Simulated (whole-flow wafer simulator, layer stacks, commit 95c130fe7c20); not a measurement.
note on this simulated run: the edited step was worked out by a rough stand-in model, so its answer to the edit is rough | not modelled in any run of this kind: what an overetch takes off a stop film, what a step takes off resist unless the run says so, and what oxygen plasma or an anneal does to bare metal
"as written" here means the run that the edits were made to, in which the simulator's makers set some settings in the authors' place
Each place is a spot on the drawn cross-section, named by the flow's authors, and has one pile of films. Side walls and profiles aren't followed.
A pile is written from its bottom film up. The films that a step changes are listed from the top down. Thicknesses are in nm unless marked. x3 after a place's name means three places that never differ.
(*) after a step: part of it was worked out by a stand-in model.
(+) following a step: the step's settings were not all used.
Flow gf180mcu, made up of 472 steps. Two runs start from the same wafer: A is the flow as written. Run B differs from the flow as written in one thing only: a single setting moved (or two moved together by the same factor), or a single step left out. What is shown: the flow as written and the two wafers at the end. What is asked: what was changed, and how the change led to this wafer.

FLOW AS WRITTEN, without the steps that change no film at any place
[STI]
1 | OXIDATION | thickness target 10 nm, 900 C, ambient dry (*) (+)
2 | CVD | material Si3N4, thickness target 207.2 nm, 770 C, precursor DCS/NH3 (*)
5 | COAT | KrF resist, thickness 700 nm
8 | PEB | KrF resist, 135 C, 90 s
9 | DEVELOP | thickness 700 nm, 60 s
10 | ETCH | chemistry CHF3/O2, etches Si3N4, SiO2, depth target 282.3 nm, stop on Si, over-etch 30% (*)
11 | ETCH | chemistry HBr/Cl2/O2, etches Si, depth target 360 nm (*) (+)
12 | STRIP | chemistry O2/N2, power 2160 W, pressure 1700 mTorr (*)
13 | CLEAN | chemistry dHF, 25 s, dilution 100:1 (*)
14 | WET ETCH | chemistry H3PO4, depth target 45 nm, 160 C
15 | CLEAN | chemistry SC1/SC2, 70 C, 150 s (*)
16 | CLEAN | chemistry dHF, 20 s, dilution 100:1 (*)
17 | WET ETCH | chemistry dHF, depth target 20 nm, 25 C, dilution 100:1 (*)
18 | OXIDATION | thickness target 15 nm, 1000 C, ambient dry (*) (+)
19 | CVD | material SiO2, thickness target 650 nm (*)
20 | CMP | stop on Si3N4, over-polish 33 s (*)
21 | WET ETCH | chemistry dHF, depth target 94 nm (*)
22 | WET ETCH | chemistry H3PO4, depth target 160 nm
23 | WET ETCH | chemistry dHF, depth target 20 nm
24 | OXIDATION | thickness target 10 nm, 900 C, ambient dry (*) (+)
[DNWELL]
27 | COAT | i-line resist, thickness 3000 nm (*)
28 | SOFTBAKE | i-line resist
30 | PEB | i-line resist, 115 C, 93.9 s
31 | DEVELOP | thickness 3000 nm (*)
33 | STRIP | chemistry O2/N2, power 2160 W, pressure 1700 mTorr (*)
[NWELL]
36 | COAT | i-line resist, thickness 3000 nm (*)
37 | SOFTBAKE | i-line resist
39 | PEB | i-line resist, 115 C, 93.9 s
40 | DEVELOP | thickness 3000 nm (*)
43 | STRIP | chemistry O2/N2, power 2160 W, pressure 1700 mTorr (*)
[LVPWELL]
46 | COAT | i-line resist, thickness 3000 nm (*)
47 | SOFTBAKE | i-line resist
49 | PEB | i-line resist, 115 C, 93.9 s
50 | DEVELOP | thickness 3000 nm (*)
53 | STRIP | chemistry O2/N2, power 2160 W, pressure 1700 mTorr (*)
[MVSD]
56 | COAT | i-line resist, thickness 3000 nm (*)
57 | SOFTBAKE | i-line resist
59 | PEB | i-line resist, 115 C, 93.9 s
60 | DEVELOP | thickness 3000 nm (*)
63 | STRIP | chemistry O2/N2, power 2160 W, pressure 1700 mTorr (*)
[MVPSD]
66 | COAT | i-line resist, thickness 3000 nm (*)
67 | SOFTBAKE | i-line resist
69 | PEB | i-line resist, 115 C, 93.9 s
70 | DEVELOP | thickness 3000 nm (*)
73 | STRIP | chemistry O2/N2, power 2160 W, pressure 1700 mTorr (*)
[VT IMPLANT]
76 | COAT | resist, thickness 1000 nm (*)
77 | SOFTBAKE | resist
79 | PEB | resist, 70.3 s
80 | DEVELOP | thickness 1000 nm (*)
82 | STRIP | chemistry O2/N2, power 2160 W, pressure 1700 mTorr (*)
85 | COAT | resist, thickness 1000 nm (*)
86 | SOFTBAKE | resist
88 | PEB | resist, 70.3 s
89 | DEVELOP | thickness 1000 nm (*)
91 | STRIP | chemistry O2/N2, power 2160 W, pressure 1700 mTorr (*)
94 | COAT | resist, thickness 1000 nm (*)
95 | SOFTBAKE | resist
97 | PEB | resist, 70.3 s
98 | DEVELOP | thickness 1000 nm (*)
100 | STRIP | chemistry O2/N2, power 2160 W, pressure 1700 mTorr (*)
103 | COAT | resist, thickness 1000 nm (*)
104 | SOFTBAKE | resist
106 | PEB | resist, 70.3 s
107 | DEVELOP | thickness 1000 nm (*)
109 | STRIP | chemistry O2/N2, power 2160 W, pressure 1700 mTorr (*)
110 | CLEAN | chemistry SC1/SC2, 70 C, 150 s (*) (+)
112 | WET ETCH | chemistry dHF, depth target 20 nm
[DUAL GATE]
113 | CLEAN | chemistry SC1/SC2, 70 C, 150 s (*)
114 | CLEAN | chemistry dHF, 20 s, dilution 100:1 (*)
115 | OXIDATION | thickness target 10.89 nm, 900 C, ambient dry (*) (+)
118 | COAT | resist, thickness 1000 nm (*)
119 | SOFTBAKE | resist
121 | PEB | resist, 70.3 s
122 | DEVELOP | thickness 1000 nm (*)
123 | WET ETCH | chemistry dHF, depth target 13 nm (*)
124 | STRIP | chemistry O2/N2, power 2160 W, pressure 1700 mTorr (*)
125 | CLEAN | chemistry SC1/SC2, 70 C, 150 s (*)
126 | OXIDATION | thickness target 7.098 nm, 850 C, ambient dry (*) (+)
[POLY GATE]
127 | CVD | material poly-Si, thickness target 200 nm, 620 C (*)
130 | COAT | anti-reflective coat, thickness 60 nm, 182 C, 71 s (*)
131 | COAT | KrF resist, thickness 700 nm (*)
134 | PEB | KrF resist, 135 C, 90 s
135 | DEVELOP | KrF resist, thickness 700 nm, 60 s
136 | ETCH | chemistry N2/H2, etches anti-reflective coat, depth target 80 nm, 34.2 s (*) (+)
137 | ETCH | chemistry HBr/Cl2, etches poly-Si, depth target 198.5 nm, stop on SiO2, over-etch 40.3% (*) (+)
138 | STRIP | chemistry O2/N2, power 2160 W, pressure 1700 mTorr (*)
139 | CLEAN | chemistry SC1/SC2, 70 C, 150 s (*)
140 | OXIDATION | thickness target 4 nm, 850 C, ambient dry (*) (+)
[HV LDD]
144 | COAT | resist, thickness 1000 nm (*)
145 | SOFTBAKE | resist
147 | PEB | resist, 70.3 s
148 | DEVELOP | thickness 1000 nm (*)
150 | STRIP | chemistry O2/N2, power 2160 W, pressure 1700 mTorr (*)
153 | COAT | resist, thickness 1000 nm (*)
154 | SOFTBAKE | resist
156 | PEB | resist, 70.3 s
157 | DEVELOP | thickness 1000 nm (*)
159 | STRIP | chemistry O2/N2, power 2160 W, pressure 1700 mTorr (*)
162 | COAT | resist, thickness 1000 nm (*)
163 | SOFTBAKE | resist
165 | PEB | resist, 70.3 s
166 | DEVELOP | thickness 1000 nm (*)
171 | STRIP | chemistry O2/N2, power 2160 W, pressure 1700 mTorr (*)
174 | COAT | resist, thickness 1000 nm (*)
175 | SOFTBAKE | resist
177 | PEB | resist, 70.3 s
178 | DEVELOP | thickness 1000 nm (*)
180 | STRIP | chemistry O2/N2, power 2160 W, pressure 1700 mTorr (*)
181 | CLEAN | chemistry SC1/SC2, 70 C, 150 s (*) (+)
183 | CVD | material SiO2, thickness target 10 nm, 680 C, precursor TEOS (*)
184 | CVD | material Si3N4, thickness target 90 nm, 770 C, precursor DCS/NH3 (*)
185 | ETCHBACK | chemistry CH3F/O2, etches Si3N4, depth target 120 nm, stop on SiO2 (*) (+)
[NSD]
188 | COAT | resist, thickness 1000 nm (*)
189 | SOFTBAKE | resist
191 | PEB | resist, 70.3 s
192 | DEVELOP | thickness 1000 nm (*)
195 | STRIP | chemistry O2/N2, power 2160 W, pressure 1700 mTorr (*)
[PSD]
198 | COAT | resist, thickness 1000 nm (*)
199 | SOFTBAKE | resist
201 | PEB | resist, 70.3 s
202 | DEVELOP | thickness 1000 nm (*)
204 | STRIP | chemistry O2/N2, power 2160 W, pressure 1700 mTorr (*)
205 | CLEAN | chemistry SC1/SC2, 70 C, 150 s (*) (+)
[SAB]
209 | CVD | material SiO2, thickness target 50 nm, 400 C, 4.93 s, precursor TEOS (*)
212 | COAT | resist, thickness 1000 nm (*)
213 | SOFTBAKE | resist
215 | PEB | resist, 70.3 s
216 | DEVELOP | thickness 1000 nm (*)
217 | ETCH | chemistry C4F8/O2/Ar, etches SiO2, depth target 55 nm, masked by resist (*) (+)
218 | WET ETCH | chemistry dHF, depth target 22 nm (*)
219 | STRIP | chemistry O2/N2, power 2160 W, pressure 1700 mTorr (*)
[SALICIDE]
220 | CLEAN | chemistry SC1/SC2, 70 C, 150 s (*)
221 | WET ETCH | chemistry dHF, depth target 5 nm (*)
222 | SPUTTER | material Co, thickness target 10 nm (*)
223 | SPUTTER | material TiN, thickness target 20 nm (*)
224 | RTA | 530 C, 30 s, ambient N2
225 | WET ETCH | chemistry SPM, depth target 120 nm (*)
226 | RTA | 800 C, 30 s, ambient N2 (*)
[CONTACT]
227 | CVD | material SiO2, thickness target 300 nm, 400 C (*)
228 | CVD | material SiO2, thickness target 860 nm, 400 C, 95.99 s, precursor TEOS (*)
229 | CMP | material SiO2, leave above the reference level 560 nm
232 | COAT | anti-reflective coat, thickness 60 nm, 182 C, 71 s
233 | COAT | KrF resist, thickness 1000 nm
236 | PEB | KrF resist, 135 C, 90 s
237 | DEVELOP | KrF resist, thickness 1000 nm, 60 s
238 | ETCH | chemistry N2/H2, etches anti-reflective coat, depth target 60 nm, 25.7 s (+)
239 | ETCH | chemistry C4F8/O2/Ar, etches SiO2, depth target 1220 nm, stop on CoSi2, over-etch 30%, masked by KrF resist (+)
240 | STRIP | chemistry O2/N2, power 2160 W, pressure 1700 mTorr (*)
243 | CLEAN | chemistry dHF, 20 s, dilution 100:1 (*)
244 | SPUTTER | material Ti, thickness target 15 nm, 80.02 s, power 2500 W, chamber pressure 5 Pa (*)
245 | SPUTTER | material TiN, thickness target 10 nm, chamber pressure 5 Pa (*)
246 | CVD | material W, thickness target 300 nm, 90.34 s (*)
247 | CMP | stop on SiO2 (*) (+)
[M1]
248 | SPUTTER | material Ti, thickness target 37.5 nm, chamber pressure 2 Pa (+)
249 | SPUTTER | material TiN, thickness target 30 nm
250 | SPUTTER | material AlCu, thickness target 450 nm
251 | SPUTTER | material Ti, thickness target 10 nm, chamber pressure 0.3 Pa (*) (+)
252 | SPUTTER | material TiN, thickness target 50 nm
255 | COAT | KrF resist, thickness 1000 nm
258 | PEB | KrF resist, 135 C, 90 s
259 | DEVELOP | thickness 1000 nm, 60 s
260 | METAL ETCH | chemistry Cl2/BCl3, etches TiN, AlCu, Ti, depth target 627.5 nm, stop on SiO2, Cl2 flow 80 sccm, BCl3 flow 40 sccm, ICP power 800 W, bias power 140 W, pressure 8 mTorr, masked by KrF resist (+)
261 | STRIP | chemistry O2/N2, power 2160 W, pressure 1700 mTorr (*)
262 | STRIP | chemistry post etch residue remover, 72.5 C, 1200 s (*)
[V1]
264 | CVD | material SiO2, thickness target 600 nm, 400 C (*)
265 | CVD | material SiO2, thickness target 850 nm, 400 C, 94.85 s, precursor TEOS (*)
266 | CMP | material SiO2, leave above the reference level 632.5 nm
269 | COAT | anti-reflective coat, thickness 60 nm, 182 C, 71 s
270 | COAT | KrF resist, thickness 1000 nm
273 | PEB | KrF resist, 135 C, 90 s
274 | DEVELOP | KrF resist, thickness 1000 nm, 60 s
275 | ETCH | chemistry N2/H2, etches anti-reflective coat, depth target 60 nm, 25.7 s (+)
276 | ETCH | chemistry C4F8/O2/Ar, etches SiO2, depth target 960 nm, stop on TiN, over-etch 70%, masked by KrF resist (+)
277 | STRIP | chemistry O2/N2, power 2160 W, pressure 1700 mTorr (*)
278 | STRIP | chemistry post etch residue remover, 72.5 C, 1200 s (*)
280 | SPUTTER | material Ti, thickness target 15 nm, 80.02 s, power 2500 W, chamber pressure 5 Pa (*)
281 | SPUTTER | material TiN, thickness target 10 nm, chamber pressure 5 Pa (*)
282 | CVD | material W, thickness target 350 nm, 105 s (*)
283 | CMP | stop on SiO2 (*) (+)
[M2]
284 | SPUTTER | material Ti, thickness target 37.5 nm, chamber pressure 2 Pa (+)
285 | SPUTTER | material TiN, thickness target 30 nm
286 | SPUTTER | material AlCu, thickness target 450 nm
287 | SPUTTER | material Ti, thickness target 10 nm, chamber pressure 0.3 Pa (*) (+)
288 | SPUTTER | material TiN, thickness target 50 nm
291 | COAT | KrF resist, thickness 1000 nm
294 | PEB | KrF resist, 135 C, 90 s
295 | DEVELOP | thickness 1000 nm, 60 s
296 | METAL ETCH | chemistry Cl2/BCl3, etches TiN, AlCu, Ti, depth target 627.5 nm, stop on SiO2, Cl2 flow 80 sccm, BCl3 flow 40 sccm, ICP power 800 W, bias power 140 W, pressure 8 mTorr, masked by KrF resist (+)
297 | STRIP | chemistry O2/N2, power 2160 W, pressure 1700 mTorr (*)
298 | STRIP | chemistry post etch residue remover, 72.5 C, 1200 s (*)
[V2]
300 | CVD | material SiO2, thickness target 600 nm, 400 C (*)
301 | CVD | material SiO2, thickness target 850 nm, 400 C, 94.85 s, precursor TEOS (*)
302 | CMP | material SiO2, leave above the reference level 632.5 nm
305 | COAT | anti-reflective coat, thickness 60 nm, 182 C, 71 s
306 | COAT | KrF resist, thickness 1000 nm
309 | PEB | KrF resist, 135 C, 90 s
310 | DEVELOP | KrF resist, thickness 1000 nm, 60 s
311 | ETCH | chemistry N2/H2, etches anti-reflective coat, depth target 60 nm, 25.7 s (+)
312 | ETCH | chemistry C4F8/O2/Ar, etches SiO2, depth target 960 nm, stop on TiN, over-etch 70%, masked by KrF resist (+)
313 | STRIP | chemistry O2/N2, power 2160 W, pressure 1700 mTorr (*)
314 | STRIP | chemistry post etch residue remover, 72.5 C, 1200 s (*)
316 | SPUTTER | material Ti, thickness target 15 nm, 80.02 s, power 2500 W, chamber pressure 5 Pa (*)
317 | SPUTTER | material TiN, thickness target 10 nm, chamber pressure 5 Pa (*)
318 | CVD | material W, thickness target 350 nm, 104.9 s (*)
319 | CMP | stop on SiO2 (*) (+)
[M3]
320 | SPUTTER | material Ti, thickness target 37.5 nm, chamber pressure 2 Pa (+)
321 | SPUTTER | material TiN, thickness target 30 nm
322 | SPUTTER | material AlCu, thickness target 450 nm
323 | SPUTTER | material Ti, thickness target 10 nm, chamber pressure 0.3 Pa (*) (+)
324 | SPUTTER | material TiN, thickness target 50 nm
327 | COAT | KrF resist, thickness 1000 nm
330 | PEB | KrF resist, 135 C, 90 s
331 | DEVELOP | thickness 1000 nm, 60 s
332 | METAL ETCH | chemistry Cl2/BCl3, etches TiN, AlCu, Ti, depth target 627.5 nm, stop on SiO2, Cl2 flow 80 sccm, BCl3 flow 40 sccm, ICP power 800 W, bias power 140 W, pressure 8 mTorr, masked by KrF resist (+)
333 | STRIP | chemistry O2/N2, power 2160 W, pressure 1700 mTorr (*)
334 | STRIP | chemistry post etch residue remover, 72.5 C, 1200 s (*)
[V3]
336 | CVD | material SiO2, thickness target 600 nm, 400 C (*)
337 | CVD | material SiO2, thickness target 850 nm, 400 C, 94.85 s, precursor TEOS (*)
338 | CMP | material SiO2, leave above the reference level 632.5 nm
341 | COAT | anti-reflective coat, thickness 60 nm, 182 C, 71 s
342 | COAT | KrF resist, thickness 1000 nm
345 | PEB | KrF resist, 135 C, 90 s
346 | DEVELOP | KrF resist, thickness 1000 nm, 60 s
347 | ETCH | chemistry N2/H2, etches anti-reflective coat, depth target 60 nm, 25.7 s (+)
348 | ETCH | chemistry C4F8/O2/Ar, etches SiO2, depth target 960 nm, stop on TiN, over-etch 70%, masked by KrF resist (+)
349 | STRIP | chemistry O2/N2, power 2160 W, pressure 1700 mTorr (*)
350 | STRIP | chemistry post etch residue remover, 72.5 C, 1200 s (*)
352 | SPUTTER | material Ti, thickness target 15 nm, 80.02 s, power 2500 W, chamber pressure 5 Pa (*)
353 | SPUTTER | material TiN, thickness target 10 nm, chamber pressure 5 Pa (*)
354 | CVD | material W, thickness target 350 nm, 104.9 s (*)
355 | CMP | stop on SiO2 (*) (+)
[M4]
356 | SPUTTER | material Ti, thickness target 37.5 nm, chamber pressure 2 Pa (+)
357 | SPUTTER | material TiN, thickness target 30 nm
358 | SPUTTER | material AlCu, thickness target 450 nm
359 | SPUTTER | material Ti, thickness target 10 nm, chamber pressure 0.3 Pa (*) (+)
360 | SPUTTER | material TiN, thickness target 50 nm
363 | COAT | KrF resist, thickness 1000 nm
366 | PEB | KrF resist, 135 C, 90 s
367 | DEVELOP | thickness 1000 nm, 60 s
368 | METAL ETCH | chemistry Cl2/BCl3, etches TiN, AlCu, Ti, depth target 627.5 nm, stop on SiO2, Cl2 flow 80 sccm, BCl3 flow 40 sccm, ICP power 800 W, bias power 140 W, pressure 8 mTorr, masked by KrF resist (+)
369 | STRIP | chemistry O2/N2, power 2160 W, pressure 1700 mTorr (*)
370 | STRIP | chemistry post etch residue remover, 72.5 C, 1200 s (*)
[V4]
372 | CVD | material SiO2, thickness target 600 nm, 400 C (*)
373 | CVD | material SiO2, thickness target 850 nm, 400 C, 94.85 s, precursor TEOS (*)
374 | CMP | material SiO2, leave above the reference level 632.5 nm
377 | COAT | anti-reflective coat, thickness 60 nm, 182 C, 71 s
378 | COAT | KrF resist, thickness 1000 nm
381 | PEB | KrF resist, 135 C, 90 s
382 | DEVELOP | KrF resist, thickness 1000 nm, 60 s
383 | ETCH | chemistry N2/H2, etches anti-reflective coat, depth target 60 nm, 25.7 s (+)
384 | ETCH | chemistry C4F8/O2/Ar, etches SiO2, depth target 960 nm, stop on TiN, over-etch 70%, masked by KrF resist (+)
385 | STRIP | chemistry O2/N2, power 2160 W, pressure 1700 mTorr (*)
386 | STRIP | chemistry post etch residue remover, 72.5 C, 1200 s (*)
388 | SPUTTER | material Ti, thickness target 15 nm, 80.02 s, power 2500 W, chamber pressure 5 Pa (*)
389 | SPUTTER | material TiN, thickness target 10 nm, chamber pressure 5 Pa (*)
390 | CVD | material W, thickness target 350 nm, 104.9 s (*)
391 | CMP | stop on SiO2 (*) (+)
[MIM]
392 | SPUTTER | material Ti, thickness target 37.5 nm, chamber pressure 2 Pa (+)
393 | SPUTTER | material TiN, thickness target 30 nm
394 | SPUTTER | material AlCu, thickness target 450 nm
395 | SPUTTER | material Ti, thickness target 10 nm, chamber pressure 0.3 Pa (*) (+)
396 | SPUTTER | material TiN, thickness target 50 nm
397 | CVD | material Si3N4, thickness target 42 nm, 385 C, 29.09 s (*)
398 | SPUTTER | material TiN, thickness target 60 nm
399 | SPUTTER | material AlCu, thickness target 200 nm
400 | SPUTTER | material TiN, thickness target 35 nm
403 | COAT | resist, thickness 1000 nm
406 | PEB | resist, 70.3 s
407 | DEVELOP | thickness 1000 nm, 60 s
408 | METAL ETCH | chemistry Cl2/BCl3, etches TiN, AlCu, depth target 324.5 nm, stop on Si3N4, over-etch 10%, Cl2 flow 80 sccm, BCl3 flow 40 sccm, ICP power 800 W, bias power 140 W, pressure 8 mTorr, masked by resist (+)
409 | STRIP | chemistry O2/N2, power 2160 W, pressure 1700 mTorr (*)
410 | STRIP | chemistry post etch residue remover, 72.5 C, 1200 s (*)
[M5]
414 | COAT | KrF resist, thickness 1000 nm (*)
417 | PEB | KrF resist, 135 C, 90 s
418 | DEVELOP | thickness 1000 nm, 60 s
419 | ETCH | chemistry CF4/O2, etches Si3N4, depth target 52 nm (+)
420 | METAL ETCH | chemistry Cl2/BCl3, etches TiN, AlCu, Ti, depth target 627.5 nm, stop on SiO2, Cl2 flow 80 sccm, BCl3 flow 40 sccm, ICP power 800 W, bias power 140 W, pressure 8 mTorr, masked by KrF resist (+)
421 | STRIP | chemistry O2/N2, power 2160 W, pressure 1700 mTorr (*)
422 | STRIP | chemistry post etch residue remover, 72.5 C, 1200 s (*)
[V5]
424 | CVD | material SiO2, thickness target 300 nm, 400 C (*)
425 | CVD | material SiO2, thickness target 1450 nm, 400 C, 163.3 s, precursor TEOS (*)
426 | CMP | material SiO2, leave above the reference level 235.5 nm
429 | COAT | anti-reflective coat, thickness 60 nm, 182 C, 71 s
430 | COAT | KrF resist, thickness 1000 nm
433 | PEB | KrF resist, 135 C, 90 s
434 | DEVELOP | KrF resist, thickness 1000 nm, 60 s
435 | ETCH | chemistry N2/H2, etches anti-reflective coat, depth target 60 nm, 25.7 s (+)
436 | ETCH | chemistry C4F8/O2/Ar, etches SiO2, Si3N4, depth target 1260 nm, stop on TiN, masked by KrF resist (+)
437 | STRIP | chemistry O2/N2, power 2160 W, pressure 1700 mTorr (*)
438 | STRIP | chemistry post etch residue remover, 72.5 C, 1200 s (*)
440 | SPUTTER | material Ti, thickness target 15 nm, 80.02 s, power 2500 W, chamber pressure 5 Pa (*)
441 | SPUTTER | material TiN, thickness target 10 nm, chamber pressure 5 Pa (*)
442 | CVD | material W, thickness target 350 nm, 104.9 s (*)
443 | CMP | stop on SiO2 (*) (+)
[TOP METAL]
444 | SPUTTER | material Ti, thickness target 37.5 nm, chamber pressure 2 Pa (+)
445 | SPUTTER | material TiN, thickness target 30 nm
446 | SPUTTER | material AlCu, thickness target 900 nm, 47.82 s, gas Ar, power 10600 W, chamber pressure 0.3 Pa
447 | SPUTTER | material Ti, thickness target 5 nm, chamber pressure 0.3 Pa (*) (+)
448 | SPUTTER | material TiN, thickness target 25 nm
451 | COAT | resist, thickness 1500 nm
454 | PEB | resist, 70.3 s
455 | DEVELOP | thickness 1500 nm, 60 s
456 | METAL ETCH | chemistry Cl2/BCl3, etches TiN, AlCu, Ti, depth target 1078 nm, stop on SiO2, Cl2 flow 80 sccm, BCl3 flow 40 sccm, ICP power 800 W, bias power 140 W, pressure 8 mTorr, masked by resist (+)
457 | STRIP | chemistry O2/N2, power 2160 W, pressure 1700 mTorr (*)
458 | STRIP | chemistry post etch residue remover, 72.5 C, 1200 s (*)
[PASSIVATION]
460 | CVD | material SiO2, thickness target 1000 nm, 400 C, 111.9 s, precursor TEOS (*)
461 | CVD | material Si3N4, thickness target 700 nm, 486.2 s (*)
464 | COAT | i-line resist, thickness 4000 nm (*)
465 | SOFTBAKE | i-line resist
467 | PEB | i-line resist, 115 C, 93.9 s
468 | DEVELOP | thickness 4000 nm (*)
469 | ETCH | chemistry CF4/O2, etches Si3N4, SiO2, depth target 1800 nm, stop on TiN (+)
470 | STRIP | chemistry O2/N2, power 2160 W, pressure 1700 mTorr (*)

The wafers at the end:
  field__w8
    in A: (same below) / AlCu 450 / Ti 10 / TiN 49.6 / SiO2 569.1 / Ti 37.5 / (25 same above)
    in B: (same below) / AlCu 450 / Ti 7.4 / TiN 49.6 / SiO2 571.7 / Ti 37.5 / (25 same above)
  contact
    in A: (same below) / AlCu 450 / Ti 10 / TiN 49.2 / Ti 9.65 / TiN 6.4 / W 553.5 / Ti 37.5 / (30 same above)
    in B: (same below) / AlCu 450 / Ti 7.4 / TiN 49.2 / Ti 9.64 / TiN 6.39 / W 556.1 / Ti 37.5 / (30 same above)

Cause: step 287, SPUTTER: thickness target 7.4 nm was run, whereas the flow has thickness target 10 nm.
The wafer itself shows it: field__w8 has Ti 7.4, and step 287 as written asks for 10 nm.

Step by step, how the change led to this:
  287 | SPUTTER | material Ti, thickness target 10 nm, chamber pressure 0.3 Pa (*) (+)
      field, field__w1, field__w2 and 108 more: A Ti gains 10 (new film) | B Ti gains 7.4 (new film)
  296 | METAL ETCH | chemistry Cl2/BCl3, etches TiN, AlCu, Ti, depth target 627.5 nm, stop on SiO2, Cl2 flow 80 sccm, BCl3 flow 40 sccm, ICP power 800 W, bias power 140 W, pressure 8 mTorr, masked by KrF resist (+)
      field, field__w1, field__w2 and 103 more: A TiN loses 50 (all of it), Ti loses 10 (all of it), AlCu loses 450 (all of it), TiN loses 30 (all of it), Ti loses 37.5 (all of it) | B TiN loses 50 (all of it), Ti loses 7.4 (all of it), AlCu loses 450 (all of it), TiN loses 30 (all of it), Ti loses 37.5 (all of it)
